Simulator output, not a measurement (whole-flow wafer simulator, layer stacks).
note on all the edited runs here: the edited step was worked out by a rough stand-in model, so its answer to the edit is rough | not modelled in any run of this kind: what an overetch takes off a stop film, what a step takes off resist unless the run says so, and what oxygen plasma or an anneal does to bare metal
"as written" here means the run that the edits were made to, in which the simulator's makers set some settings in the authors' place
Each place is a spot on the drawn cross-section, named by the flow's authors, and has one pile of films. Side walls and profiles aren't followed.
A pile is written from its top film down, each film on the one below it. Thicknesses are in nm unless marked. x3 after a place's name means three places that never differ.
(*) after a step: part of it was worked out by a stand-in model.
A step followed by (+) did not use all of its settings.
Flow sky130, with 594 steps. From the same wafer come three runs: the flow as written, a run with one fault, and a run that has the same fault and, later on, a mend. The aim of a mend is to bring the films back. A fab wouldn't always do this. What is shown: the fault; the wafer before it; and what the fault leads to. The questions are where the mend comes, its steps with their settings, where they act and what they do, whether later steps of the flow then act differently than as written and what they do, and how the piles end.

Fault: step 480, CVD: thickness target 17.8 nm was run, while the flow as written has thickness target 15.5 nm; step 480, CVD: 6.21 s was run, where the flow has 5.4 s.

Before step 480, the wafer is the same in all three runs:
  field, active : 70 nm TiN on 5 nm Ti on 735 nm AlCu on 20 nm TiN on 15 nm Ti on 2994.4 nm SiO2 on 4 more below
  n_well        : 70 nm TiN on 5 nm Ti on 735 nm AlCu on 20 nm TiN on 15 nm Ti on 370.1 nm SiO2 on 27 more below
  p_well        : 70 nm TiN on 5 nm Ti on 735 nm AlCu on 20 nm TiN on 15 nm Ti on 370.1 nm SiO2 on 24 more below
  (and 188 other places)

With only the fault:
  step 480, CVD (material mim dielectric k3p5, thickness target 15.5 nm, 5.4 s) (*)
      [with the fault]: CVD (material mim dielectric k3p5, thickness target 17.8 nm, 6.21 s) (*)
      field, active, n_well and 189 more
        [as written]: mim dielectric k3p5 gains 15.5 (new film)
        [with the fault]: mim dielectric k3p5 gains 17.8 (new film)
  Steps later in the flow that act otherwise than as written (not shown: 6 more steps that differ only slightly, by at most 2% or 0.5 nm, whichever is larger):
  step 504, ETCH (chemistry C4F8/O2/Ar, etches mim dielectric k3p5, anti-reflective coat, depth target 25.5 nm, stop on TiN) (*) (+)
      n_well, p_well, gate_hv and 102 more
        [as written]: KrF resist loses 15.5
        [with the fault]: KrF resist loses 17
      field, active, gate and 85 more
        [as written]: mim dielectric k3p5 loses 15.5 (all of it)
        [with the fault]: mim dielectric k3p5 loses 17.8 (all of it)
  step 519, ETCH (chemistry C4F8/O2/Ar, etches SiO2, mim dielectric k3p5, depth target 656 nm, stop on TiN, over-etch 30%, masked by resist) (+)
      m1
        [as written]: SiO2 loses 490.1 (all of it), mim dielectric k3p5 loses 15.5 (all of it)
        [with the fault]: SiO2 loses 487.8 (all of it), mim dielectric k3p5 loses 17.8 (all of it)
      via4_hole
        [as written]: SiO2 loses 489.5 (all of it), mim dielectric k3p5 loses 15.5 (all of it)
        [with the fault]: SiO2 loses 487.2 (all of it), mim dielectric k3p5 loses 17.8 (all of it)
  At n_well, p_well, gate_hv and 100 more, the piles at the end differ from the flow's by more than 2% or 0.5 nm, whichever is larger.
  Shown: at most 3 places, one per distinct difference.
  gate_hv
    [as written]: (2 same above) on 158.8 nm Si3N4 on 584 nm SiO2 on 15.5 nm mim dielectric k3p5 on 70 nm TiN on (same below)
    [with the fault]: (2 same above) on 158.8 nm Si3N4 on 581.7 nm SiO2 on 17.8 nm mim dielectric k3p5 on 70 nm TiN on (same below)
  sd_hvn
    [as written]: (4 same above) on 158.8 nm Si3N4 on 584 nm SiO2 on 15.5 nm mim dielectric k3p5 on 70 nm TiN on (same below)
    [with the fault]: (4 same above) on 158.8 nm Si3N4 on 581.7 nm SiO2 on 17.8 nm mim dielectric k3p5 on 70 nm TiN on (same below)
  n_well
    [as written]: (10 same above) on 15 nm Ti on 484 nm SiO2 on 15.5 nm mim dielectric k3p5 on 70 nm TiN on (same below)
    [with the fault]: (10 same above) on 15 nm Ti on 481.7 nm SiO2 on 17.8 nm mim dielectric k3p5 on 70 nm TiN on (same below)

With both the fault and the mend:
  The mend stands after step 480.
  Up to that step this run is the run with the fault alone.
  step 480a, ETCH (chemistry C4F8/O2/Ar, etches mim dielectric k3p5, anti-reflective coat, depth target 2.3 nm) (*) (the flow's step 450, run once more with other settings)
      field, active, n_well and 189 more
        mim dielectric k3p5 loses 2.3
  Later steps of the flow that are run all act as written at every place that is followed.
  At every place that both follow, the piles at the end match the flow's.
